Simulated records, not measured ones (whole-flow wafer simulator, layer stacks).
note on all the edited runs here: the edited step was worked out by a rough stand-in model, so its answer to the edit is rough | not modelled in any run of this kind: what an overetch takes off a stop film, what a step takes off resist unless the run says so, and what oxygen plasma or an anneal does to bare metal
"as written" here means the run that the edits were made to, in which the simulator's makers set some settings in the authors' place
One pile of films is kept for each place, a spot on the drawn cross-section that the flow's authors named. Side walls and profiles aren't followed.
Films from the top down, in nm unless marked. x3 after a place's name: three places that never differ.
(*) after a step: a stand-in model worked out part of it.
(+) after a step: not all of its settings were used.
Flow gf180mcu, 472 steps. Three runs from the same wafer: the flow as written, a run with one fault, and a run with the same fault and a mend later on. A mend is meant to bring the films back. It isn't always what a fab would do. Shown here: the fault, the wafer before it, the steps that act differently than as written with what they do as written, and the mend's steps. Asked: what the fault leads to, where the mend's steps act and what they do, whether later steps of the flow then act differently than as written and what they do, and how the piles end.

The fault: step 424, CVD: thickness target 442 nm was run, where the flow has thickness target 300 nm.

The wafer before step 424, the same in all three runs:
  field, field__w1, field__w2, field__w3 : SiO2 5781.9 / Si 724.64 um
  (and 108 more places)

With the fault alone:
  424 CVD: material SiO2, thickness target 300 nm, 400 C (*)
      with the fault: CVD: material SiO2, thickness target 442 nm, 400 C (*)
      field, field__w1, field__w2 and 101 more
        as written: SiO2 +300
        with the fault: SiO2 +442
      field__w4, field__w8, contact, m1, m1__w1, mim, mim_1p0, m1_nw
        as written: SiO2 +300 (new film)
        with the fault: SiO2 +442 (new film)
  Later steps of the flow that act differently than as written (1 more step differs only slightly, by at most 2% or 0.5 nm, whichever is larger, and isn't shown):
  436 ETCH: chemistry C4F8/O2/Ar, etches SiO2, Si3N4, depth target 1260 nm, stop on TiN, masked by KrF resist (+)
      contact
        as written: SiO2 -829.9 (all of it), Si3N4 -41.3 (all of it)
        with the fault: SiO2 -971.9 (all of it), Si3N4 -41.3 (all of it)
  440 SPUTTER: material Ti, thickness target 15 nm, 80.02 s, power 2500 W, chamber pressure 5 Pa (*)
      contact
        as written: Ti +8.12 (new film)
        with the fault: Ti +7.49 (new film)
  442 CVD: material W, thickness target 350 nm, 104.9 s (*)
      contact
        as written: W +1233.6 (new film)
        with the fault: W +1376.6 (new film)
  At the end the piles differ from the flow's by more than 2% or 0.5 nm, whichever is larger, at field__w4, field__w8, contact and 9 more.
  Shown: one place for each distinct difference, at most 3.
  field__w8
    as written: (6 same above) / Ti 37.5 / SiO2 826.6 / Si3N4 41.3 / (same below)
    with the fault: (6 same above) / Ti 37.5 / SiO2 968.6 / Si3N4 41.3 / (same below)
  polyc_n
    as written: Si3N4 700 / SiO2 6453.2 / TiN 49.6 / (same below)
    with the fault: Si3N4 700 / SiO2 6595.2 / TiN 49.6 / (same below)
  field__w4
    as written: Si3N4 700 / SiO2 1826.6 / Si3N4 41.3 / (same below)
    with the fault: Si3N4 700 / SiO2 1968.6 / Si3N4 41.3 / (same below)

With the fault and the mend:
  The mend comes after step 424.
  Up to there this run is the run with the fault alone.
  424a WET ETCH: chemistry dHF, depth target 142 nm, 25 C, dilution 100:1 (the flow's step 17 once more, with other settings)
      field, field__w1, field__w2 and 109 more
        SiO2 -142
  No later step of the flow acts differently than as written at any place that is followed.
  At the end the piles are the same as the flow's at every place that both follow.
